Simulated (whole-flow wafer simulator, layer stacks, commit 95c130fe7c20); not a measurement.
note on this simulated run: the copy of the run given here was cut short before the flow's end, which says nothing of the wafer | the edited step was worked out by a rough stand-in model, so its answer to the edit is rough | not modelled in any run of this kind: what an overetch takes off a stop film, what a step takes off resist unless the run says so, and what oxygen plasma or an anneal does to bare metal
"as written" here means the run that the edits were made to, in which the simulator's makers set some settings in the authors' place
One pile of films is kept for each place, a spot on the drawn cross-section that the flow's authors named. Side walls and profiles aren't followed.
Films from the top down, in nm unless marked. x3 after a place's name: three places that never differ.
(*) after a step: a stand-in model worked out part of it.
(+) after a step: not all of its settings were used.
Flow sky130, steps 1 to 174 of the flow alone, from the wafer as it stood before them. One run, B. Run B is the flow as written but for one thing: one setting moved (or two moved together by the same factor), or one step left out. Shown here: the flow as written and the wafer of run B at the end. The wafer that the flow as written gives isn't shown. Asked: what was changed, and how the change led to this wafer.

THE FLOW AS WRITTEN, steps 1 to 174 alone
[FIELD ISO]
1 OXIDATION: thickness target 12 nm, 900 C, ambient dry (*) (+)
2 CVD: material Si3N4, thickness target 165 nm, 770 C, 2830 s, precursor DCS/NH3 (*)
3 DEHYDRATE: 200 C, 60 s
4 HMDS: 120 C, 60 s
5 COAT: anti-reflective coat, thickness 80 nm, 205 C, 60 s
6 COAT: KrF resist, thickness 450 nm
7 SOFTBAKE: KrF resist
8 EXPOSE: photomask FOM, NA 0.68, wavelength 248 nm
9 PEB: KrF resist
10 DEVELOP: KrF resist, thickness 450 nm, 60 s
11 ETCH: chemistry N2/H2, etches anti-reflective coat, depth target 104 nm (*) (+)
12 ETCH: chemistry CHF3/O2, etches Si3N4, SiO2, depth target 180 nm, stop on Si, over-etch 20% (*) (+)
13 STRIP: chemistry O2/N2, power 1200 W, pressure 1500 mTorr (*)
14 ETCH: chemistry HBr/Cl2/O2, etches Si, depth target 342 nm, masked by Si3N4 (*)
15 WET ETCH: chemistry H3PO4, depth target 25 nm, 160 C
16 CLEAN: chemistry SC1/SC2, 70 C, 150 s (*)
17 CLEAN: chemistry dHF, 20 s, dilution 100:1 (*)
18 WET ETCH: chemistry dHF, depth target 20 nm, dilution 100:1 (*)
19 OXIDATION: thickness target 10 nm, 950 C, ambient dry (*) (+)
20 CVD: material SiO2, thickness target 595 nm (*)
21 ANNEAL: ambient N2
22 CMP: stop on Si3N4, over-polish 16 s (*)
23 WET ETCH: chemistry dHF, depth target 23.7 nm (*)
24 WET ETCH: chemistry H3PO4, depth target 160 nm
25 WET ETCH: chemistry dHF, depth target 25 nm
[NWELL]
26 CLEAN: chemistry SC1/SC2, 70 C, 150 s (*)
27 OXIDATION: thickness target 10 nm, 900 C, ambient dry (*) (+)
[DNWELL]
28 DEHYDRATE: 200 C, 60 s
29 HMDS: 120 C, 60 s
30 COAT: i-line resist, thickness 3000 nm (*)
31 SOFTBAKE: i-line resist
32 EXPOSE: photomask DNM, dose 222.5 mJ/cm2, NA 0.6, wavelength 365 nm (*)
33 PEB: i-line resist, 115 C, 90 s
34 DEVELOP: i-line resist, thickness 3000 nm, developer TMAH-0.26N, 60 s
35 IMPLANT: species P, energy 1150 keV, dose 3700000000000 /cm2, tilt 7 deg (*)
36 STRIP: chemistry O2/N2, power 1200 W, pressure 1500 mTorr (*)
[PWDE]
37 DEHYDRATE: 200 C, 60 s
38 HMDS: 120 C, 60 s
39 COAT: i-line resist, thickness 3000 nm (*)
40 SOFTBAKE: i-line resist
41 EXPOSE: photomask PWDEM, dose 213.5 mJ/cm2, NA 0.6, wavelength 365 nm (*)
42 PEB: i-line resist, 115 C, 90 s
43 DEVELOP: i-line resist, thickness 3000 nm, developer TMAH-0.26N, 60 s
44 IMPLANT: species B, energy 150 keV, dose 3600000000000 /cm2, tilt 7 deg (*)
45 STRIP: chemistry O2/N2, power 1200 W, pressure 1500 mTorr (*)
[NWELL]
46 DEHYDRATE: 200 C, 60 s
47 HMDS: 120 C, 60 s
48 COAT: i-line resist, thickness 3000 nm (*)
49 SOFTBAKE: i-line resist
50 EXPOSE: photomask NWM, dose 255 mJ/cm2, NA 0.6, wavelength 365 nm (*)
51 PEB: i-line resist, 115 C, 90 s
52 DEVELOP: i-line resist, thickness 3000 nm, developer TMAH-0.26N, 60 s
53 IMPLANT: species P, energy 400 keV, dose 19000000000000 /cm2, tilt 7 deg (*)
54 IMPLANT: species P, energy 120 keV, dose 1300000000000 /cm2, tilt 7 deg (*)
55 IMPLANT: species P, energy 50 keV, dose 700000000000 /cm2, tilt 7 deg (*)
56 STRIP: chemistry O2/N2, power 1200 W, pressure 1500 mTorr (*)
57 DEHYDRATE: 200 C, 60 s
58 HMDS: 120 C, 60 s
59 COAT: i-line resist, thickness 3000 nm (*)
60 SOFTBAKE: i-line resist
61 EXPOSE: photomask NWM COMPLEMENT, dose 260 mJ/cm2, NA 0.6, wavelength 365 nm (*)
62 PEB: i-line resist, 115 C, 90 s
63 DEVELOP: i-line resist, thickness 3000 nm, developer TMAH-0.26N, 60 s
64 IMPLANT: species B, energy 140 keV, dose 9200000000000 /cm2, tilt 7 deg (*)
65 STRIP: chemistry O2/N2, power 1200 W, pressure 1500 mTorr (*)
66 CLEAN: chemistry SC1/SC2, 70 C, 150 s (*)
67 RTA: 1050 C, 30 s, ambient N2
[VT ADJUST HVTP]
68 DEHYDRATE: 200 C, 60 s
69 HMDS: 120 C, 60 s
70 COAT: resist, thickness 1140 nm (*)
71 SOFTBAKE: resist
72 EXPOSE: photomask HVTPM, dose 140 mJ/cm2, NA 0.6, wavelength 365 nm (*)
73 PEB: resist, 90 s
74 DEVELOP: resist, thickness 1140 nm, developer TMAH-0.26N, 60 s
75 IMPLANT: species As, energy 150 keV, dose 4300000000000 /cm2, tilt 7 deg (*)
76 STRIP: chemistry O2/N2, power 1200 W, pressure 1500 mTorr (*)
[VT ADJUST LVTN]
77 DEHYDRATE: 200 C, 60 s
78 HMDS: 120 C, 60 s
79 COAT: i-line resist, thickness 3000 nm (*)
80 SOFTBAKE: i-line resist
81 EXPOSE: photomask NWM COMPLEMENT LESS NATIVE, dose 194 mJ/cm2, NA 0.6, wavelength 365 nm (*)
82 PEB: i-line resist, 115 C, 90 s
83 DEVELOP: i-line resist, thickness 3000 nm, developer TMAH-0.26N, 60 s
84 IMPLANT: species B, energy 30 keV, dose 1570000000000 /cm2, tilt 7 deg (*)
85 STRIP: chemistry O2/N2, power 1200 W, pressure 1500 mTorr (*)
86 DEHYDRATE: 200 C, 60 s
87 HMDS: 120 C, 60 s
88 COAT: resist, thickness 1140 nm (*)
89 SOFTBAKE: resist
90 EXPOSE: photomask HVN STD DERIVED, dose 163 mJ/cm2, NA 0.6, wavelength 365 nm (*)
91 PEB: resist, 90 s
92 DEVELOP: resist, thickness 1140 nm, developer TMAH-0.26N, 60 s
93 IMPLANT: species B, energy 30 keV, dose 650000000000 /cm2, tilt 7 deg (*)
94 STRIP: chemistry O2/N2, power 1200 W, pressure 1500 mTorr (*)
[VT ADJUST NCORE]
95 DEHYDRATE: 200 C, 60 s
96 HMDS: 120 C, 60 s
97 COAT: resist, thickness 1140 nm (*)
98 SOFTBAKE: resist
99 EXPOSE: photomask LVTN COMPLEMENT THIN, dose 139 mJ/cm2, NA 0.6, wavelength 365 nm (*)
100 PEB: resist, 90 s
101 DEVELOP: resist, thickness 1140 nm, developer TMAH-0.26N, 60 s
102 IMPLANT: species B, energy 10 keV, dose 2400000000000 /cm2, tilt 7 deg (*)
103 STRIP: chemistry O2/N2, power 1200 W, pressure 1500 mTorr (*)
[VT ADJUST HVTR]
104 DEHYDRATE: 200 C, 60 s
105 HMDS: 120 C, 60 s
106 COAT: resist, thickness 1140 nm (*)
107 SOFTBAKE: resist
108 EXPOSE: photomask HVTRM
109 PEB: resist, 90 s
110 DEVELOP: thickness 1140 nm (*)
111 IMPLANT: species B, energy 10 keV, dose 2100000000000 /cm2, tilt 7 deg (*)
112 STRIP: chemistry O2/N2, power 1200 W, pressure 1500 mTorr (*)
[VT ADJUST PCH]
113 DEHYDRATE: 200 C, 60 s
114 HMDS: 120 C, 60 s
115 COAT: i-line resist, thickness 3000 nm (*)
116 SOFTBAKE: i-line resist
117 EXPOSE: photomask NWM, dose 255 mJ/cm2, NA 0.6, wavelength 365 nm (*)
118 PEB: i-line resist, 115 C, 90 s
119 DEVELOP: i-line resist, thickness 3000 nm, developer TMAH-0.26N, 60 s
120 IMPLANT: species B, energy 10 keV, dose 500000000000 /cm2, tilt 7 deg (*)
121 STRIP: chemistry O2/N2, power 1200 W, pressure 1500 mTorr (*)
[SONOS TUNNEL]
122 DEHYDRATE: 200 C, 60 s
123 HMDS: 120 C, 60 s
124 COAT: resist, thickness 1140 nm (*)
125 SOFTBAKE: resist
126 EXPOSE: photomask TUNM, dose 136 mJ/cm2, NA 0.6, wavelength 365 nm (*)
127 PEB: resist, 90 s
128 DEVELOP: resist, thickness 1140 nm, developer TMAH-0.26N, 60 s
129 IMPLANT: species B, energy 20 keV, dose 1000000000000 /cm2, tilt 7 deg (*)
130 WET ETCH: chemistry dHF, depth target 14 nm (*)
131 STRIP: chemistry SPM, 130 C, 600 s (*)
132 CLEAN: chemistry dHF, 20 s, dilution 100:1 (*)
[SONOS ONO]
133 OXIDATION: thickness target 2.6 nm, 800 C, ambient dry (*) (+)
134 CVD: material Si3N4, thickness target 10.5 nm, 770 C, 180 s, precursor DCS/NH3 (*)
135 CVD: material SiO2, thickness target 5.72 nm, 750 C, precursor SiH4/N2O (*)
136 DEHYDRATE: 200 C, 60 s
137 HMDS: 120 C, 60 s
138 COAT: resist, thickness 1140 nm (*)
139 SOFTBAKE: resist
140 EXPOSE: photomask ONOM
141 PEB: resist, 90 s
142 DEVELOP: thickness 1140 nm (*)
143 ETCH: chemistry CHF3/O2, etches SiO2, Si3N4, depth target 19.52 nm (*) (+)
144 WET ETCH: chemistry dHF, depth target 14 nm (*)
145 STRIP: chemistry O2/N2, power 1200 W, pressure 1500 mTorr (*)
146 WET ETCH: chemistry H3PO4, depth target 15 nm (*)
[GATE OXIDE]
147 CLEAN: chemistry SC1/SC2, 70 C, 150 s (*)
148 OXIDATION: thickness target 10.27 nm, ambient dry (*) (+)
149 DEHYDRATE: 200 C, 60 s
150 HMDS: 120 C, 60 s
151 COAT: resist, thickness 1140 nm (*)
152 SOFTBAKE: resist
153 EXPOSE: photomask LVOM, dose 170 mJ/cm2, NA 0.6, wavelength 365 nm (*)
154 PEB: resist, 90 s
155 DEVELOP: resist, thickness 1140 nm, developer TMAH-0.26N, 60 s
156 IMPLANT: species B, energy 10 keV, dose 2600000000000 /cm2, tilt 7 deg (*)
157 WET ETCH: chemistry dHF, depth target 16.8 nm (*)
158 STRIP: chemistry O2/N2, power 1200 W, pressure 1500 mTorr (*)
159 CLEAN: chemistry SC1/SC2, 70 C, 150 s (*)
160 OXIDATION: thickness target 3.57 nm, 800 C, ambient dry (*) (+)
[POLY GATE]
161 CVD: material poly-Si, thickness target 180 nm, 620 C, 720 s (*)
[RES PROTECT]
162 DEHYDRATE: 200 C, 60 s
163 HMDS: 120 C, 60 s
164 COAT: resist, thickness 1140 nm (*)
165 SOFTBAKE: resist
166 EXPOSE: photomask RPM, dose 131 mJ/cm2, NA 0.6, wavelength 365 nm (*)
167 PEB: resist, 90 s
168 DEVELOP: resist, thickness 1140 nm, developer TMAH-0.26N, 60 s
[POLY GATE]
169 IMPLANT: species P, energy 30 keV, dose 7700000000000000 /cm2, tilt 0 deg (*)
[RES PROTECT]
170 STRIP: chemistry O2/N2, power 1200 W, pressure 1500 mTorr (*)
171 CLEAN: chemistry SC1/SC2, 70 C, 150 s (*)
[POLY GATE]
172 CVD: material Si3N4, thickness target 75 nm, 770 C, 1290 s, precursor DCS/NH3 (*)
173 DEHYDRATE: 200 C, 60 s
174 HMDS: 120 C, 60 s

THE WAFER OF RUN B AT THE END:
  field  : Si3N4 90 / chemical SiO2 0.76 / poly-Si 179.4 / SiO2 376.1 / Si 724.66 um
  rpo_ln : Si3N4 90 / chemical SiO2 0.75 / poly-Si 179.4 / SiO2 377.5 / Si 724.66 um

The cause: step 172, CVD: 1548 s was run, where the flow has 1290 s.

How the change led to this, step by step:
  172 CVD: material Si3N4, thickness target 75 nm, 770 C, 1290 s, precursor DCS/NH3 (*)
      field, active, n_well and 187 more: Si3N4 +90 (new film) (as written it would be: Si3N4 +75 (new film))
